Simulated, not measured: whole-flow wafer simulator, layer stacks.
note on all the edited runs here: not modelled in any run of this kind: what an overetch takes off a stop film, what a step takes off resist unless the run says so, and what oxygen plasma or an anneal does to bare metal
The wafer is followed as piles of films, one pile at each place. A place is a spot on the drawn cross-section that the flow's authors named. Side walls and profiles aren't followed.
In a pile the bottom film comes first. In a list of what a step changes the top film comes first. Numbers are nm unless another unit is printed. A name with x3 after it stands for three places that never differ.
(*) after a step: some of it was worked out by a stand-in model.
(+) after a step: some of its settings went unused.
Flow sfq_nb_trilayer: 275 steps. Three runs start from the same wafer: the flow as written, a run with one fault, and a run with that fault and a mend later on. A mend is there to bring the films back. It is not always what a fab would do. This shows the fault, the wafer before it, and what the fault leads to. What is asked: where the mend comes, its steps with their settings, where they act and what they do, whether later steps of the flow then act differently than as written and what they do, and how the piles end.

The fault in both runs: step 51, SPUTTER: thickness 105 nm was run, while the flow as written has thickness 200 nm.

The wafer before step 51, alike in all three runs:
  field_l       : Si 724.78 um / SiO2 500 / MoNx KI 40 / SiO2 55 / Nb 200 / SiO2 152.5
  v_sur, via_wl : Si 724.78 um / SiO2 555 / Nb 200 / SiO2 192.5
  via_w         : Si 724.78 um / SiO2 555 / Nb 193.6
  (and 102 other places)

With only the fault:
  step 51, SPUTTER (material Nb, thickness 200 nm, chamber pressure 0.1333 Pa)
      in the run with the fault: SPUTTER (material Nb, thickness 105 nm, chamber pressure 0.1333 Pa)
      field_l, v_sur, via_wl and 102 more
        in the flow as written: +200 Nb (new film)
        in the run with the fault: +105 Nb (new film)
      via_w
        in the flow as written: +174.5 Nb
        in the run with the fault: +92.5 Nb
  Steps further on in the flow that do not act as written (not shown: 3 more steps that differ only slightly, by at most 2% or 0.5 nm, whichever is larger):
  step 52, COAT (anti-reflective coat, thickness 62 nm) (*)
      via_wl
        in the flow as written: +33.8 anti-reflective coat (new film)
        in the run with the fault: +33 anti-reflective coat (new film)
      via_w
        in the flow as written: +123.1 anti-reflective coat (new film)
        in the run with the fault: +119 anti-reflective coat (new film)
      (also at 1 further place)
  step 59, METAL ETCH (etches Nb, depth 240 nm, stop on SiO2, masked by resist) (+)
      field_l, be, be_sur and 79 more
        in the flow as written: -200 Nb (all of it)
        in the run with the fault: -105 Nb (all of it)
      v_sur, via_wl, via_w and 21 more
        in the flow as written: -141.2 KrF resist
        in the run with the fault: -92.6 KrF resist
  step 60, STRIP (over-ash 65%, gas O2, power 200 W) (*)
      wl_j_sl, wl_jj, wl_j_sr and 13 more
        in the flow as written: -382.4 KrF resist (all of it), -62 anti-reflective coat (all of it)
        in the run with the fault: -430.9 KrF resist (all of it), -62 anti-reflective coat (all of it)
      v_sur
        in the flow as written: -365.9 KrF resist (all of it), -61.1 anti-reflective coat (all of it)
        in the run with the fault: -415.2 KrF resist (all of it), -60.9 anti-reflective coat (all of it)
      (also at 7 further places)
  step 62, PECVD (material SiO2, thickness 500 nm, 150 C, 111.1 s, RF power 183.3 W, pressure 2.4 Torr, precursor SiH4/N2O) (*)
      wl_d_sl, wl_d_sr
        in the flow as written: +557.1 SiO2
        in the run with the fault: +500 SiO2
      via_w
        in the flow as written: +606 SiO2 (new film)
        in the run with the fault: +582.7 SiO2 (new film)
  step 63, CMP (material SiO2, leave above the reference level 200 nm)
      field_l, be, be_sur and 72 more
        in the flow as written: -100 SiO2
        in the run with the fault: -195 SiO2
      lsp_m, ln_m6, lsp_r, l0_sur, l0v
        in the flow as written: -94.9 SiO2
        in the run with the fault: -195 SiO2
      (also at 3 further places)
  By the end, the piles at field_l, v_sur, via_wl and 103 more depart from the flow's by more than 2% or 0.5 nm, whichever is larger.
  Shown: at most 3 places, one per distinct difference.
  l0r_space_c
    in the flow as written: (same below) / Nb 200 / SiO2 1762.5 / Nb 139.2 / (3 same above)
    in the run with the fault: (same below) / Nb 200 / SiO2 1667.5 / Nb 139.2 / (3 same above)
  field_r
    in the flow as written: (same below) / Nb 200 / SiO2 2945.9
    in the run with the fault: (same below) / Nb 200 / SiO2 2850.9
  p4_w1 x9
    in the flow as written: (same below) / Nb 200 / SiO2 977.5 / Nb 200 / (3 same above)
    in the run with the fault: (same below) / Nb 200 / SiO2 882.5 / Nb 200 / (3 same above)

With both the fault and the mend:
  The mend follows step 51.
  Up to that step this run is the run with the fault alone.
  step 51a, SPUTTER (material Nb, thickness 95 nm, chamber pressure 0.1333 Pa) (a further turn of the flow's step 51, with different settings)
      field_l, v_sur, via_wl and 102 more
        +95 Nb
      via_w
        +77.9 Nb
  Every later step of the flow that is run acts as written, at every place that is followed, to within 2% or 0.5 nm, whichever is larger.
  At the end the piles are close to the flow's at the places that both follow, differing by at most 2% or 0.5 nm, whichever is larger.
